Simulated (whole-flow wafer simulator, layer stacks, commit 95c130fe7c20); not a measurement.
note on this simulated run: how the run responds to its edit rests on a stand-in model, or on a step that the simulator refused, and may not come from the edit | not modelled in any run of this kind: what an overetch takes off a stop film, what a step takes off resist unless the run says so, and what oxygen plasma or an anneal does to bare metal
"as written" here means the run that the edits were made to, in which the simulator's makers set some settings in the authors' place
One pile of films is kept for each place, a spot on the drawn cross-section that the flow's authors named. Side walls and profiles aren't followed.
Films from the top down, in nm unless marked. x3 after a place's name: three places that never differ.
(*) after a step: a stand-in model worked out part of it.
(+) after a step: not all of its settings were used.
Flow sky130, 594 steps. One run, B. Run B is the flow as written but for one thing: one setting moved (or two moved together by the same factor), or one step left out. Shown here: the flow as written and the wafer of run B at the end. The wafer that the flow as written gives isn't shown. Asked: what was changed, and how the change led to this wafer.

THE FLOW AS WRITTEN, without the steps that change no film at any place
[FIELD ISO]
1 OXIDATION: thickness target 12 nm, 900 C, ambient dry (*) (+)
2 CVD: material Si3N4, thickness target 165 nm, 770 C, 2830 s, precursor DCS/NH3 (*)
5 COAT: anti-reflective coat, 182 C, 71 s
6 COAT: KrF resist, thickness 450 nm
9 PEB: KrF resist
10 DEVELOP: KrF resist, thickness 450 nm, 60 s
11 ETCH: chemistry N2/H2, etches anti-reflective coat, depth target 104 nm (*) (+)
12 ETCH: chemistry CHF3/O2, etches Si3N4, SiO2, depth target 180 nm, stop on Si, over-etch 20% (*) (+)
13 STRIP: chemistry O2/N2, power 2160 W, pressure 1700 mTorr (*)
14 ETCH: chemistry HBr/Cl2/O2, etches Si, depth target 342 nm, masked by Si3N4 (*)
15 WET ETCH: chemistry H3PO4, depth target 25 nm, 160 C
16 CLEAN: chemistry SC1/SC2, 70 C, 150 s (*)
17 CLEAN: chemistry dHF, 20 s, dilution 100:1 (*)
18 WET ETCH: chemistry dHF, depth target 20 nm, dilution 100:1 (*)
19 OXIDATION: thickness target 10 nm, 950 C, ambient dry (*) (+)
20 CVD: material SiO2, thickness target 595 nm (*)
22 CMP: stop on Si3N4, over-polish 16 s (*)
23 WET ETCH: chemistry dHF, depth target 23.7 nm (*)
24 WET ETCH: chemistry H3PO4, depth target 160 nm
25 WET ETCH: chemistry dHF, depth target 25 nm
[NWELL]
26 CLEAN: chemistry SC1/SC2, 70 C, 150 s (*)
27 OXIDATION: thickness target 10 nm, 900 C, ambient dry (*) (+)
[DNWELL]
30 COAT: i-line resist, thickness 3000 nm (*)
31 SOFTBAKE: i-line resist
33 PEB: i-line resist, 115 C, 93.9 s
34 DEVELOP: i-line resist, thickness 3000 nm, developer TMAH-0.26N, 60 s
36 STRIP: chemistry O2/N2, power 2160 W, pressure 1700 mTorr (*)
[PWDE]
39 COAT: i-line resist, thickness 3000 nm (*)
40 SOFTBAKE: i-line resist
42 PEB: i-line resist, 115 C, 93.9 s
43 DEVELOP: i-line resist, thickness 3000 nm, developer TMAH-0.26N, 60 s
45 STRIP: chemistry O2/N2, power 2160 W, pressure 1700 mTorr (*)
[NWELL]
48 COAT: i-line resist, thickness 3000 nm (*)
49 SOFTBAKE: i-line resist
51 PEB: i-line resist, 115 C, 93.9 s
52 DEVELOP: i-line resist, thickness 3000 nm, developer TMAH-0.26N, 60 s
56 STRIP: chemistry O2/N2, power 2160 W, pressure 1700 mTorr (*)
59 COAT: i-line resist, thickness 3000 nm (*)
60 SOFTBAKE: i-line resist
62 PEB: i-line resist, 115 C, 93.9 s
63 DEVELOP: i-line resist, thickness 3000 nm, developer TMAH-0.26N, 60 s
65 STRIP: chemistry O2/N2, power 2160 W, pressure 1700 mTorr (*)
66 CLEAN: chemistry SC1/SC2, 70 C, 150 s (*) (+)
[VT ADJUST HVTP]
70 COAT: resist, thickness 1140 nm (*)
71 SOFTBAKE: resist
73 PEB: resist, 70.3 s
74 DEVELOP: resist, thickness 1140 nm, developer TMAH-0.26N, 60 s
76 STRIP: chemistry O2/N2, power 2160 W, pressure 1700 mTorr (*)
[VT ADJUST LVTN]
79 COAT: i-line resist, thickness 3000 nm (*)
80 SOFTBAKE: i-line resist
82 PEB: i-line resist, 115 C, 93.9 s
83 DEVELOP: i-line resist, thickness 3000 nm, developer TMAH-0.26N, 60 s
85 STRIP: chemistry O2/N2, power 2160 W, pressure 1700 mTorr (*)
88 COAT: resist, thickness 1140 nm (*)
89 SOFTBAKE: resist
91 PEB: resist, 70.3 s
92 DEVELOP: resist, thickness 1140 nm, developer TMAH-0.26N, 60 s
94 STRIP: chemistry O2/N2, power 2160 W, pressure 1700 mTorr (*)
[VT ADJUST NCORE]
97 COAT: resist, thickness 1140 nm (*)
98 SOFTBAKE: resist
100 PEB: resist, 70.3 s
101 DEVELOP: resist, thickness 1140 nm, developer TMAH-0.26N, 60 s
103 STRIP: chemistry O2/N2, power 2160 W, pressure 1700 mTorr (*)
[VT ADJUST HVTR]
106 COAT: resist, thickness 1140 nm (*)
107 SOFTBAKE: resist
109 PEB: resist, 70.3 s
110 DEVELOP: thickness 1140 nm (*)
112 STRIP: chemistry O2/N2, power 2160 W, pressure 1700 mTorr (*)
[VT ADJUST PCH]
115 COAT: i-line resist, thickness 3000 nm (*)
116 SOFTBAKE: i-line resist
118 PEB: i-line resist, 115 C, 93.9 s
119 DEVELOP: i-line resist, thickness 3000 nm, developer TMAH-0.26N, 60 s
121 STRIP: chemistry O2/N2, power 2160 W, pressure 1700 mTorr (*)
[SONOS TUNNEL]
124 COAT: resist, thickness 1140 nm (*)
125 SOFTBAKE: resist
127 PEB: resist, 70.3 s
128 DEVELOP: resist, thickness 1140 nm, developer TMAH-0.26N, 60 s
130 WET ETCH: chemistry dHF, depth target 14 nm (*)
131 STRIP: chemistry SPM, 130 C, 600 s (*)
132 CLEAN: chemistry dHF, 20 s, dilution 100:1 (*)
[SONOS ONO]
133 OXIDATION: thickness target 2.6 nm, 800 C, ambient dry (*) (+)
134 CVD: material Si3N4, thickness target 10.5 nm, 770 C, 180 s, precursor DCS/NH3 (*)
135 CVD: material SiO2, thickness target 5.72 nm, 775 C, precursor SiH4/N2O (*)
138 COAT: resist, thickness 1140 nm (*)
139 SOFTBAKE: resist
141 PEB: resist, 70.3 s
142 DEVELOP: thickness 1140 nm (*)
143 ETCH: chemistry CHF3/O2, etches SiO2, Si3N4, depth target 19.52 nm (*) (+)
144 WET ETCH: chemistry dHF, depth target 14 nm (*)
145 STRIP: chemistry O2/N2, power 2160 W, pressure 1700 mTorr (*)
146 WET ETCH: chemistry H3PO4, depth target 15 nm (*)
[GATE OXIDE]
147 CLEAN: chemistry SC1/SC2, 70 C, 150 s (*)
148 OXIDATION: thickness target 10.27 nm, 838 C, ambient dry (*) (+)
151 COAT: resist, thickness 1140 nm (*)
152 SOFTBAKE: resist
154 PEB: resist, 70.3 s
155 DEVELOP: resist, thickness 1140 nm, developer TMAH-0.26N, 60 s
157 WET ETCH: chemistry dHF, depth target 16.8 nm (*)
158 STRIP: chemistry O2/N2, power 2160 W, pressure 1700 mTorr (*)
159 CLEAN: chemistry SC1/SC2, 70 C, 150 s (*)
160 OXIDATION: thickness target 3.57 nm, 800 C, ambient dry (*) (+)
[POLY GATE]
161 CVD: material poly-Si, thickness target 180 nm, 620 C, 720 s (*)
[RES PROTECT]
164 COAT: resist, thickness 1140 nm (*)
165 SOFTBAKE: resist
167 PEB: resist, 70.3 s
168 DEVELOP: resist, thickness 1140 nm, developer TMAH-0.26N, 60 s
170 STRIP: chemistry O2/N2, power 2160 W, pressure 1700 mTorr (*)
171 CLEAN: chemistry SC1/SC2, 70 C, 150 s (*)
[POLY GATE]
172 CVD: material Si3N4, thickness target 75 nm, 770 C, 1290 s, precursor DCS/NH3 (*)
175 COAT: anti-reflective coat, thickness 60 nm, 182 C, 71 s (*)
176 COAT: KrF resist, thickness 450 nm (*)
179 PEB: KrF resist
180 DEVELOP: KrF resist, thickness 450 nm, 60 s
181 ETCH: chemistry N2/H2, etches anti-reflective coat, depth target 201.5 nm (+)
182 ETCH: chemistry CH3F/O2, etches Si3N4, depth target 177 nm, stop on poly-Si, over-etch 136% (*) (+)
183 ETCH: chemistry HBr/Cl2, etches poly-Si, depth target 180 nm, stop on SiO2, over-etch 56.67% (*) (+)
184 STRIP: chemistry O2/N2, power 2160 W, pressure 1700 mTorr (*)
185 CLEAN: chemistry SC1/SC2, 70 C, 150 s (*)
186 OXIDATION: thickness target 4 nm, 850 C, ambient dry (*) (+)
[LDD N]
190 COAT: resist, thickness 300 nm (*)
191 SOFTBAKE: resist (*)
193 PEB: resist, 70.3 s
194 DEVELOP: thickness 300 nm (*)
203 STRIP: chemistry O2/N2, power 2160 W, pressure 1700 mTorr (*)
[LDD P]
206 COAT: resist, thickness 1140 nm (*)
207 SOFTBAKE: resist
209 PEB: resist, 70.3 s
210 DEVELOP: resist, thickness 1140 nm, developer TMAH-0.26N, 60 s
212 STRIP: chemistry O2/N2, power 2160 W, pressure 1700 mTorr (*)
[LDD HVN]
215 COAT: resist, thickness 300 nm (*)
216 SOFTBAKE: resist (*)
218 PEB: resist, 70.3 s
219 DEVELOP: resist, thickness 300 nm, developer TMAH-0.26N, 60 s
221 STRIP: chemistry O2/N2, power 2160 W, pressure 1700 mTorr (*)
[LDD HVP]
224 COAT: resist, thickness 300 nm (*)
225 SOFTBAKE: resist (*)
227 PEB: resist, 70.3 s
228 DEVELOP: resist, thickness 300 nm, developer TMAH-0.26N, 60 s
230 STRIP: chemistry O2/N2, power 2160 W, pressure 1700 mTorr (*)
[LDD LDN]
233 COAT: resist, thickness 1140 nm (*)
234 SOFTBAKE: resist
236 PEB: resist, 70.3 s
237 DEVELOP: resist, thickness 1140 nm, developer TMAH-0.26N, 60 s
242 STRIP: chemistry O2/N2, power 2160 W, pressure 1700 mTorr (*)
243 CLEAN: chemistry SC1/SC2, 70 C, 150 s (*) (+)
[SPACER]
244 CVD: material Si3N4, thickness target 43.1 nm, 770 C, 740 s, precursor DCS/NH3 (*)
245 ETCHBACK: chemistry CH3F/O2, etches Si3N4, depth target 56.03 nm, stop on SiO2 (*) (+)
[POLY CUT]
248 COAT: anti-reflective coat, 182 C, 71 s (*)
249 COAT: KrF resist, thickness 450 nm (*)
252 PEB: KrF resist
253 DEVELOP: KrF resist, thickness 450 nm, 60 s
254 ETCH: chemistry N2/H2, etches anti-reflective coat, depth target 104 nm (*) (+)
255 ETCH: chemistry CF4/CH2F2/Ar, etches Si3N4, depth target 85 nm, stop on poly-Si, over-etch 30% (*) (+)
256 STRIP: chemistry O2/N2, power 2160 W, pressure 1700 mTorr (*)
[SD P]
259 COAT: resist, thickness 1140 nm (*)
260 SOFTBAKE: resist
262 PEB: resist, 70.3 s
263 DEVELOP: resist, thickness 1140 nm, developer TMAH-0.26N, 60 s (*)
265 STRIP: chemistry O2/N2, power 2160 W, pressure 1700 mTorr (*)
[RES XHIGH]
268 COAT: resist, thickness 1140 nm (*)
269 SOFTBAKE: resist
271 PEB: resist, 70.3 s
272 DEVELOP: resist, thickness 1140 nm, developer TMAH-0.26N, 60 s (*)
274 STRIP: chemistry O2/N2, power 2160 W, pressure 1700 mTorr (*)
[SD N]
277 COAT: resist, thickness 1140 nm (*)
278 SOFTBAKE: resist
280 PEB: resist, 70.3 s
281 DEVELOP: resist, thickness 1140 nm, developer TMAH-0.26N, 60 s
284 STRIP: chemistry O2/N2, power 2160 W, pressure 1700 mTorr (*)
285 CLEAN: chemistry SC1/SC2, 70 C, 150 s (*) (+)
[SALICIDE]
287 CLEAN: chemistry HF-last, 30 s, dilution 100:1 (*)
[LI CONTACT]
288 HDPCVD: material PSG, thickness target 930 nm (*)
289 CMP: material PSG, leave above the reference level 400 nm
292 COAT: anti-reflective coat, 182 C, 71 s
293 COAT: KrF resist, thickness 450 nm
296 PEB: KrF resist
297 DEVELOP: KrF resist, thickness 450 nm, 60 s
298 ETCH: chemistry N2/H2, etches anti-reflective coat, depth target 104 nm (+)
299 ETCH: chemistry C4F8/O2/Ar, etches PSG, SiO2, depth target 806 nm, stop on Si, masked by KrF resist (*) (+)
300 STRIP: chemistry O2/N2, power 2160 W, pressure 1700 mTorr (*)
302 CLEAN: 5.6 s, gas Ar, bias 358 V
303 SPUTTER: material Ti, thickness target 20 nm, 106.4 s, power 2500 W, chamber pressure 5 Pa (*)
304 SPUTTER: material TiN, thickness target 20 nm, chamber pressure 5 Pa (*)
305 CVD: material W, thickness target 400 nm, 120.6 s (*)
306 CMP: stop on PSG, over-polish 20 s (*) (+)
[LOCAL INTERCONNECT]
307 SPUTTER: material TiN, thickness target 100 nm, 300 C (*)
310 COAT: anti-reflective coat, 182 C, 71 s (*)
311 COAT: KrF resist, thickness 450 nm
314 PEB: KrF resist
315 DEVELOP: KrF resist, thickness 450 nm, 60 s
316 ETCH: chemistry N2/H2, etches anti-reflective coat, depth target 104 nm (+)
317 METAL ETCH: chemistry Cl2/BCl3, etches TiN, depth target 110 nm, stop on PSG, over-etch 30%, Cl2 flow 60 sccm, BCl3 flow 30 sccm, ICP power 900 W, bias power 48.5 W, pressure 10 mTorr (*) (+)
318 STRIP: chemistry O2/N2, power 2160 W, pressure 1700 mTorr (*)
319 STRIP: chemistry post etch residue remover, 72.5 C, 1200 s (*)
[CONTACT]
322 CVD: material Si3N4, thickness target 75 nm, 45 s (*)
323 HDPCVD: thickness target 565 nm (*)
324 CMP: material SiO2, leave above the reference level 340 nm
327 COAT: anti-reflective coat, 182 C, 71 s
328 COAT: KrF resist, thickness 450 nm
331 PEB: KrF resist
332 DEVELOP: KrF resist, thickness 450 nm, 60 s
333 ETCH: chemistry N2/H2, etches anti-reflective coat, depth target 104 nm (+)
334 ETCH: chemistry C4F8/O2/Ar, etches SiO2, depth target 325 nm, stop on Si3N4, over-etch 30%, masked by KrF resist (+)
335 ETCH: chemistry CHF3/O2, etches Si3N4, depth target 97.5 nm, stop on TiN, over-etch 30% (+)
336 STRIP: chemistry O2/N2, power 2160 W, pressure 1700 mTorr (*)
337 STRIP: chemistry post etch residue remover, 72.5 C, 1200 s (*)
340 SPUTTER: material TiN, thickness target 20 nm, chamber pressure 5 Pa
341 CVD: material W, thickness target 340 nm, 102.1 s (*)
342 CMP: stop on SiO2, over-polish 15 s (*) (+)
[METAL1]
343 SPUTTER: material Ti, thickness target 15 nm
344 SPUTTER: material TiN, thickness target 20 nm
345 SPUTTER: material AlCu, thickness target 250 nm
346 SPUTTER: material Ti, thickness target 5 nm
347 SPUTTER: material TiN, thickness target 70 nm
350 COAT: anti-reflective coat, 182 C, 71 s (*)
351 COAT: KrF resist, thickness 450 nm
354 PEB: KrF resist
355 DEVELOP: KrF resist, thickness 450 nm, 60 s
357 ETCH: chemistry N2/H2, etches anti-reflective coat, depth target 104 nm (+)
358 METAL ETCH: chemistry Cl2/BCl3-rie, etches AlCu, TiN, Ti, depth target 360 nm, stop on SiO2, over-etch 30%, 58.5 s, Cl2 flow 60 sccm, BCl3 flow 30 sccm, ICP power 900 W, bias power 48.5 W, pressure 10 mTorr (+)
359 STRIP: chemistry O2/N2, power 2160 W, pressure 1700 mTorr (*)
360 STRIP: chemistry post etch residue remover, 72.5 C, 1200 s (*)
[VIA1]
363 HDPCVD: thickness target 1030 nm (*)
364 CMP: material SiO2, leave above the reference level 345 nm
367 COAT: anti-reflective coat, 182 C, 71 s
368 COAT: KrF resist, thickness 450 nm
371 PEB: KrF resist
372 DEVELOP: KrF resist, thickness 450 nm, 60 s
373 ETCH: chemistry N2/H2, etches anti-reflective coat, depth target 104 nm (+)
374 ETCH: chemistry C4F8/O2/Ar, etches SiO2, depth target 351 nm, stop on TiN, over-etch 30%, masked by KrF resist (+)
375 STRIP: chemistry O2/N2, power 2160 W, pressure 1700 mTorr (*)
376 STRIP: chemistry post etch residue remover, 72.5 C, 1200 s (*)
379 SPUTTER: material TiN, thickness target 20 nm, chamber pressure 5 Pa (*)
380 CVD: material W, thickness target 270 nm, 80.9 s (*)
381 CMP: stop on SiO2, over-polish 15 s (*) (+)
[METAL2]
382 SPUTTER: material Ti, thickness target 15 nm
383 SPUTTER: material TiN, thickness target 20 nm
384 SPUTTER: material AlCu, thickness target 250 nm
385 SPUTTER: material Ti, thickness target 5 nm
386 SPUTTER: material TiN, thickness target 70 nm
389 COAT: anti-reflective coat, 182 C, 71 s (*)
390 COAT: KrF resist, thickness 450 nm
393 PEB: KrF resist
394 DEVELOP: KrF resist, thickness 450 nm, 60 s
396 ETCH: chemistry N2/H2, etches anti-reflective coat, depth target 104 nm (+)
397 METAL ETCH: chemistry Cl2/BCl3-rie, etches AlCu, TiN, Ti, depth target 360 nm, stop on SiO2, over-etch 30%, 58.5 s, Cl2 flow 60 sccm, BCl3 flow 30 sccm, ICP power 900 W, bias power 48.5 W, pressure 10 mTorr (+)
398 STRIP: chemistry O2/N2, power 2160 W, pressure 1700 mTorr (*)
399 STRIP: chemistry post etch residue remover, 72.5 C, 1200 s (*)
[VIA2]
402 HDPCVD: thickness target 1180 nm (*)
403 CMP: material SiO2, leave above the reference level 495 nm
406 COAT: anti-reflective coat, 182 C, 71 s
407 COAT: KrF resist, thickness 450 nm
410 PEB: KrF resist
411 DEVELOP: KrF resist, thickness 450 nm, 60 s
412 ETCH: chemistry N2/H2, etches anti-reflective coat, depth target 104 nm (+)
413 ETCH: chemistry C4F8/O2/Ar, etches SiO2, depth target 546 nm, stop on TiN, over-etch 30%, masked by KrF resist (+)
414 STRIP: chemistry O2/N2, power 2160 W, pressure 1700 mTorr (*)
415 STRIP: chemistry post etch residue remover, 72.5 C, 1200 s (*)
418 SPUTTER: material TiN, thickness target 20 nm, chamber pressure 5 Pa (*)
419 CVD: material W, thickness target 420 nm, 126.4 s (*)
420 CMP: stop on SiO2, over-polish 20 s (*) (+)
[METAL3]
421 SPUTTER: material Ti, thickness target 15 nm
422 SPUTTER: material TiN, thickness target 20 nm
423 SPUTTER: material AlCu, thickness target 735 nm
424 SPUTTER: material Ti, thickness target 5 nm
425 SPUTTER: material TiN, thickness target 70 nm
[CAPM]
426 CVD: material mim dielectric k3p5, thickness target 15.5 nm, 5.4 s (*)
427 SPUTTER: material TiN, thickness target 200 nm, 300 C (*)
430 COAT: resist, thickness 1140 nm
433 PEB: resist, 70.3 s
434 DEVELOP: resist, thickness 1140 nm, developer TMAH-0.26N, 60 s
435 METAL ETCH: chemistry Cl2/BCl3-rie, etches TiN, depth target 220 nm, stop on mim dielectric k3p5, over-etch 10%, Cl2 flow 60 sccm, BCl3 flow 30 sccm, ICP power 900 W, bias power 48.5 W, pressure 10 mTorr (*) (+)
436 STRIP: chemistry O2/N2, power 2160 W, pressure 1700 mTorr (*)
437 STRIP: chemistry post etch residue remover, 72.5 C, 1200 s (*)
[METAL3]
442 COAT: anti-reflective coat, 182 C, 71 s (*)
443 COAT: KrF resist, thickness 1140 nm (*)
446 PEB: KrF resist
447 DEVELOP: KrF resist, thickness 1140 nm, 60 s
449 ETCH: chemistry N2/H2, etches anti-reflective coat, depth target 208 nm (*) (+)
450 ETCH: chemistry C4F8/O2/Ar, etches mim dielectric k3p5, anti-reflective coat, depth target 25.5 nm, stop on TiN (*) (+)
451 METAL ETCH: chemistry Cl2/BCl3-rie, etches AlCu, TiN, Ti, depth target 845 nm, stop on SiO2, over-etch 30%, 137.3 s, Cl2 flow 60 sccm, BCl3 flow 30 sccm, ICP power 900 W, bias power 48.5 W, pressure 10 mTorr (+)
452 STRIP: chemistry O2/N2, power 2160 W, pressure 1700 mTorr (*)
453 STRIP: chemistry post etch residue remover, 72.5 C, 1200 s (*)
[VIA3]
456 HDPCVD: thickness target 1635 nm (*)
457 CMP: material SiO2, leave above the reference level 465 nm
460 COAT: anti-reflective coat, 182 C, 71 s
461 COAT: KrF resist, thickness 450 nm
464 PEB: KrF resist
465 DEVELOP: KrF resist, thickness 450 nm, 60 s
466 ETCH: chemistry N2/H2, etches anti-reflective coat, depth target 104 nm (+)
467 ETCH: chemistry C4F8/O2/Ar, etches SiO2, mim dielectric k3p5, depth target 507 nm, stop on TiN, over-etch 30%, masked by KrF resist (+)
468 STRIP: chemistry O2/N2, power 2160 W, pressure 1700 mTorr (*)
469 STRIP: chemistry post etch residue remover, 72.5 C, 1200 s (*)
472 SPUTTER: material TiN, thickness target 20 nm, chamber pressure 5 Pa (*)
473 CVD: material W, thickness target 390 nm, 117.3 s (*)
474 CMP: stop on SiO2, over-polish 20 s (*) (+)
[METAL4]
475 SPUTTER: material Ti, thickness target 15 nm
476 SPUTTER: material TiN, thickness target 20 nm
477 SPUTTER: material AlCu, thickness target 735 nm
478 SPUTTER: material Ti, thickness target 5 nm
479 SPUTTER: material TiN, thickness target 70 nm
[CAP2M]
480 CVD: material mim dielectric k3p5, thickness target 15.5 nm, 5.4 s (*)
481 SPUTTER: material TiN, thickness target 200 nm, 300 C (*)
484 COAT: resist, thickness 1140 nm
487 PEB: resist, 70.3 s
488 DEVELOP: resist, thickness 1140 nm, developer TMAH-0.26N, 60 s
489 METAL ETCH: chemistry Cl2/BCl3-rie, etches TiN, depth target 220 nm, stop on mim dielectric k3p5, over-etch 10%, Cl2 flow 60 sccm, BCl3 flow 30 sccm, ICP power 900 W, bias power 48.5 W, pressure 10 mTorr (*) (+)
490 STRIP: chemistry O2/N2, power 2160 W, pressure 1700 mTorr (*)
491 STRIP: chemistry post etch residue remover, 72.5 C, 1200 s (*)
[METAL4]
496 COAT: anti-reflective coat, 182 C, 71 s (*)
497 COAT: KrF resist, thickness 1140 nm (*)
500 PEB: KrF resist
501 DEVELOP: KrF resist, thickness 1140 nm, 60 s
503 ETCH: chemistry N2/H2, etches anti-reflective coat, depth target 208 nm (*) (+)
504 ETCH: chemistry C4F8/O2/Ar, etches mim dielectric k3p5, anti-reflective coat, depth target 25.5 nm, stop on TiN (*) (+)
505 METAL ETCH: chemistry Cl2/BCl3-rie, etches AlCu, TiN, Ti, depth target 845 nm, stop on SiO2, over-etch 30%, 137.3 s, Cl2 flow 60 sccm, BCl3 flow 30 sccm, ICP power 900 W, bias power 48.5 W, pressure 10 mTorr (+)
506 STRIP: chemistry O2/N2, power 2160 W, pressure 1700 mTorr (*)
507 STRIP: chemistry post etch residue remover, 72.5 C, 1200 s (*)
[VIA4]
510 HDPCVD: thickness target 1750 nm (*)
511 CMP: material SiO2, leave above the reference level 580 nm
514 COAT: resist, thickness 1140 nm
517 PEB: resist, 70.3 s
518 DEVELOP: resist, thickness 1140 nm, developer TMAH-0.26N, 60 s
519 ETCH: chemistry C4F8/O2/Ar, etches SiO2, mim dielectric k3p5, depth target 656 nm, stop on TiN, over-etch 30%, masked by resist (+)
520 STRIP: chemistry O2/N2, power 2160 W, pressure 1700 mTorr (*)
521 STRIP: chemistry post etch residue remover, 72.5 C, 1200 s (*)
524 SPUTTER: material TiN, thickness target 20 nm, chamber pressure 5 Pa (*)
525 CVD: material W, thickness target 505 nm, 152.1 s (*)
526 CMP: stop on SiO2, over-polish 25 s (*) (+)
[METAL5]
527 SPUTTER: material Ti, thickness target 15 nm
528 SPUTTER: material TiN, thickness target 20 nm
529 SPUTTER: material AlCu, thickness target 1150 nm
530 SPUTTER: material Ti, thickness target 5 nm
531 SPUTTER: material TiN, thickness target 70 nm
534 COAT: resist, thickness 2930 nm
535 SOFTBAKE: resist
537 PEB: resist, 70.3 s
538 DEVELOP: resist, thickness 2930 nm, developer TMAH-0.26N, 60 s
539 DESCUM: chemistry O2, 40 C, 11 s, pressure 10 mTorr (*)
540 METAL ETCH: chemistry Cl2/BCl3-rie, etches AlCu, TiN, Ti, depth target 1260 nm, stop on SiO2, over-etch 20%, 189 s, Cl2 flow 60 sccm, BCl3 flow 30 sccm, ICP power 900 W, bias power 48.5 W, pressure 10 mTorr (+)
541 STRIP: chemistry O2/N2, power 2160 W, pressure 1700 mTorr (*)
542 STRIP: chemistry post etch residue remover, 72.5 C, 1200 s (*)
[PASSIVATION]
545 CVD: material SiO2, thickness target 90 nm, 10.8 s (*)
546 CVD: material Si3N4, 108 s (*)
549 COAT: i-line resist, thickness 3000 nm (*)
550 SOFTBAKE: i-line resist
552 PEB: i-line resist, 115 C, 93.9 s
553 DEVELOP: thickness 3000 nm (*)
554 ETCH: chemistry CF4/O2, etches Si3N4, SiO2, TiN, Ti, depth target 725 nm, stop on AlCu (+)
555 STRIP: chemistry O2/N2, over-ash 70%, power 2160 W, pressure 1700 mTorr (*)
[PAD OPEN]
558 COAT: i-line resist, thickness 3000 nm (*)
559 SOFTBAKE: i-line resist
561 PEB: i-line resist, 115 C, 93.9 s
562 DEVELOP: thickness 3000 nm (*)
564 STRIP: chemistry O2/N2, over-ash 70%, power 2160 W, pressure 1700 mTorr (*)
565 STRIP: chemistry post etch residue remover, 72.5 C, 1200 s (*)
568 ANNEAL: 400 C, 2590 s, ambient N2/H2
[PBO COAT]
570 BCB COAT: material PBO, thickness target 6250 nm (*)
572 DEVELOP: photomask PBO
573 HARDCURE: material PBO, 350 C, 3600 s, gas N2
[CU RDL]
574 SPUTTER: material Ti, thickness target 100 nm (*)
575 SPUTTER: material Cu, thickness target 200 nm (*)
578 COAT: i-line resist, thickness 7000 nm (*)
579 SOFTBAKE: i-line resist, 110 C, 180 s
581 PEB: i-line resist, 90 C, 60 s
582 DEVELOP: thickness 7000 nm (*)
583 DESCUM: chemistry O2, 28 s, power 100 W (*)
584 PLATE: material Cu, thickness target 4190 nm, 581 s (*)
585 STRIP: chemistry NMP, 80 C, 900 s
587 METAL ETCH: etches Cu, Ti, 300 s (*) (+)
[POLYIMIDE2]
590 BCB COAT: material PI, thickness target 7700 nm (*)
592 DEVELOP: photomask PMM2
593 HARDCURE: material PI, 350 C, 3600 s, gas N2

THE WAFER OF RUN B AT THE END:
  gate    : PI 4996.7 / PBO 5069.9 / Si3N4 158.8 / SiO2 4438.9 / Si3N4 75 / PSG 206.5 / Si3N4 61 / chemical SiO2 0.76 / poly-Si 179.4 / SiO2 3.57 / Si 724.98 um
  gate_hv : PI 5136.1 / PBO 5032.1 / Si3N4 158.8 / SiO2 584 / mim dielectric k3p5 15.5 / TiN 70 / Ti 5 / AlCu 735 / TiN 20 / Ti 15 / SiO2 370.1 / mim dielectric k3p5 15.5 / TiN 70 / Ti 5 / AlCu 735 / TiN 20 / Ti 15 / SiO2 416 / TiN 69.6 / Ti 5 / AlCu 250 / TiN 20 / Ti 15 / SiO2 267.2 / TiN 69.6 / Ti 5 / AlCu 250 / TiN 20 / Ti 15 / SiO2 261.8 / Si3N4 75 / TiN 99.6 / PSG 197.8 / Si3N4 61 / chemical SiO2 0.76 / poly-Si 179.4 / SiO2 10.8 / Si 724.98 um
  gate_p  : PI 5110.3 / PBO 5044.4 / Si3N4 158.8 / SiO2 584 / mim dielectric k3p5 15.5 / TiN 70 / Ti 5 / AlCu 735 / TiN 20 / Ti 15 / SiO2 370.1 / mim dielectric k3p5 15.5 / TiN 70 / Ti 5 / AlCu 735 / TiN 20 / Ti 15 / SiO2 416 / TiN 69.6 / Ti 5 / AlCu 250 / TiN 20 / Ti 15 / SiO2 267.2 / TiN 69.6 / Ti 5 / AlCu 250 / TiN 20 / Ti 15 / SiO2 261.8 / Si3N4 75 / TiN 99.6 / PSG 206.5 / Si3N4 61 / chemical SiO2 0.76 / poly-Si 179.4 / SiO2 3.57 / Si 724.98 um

The cause: step 289, CMP: leave above the reference level 216 nm was run, where the flow has leave above the reference level 400 nm.

How the change led to this, step by step:
  289 CMP: material PSG, leave above the reference level 400 nm
      gate, spacer, gate_p and 34 more: PSG -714 (as written it would be: PSG -530)
      mim, vpp_sp, vpp_ln and 30 more: PSG -517.9 (as written it would be: PSG -333.9)
      (and at 122 more places)
  299 ETCH: chemistry C4F8/O2/Ar, etches PSG, SiO2, depth target 806 nm, stop on Si, masked by KrF resist (*) (+)
      field, active, n_well and 184 more: KrF resist -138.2 (as written it would be: KrF resist -161.2)
      contact, ndiff_licon, ndiff_licon_cpp: PSG -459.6 (all of it), SiO2 -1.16 (all of it) (as written it would be: PSG -643.6 (all of it), SiO2 -1.16 (all of it))
      (and at 2 more places)
  300 STRIP: chemistry O2/N2, power 2160 W, pressure 1700 mTorr (*)
      field, active, n_well and 184 more: KrF resist -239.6 (all of it), anti-reflective coat -80 (all of it) (as written it would be: KrF resist -216.6 (all of it), anti-reflective coat -80 (all of it))
  303 SPUTTER: material Ti, thickness target 20 nm, 106.4 s, power 2500 W, chamber pressure 5 Pa (*)
      ndiff_licon: Ti +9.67 (new film) (as written it would be: Ti +7.24 (new film))
      ndiff_licon_cpp: Ti +8.71 (new film) (as written it would be: Ti +6.53 (new film))
      (and at 1 more place)
  304 SPUTTER: material TiN, thickness target 20 nm, chamber pressure 5 Pa (*)
      ndiff_licon: TiN +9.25 (new film) (as written it would be: TiN +6.83 (new film))
      ndiff_licon_cpp: TiN +8.35 (new film) (as written it would be: TiN +6.17 (new film))
      (and at 1 more place)
  305 CVD: material W, thickness target 400 nm, 120.6 s (*)
      ndiff_licon: W +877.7 (new film) (as written it would be: W +1066.5 (new film))
      ndiff_licon_cpp: W +879.6 (new film) (as written it would be: W +1067.9 (new film))
      (and at 1 more place)
  306 CMP: stop on PSG, over-polish 20 s (*) (+)
      poly_licon: W -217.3 (as written it would be: W -33.3)
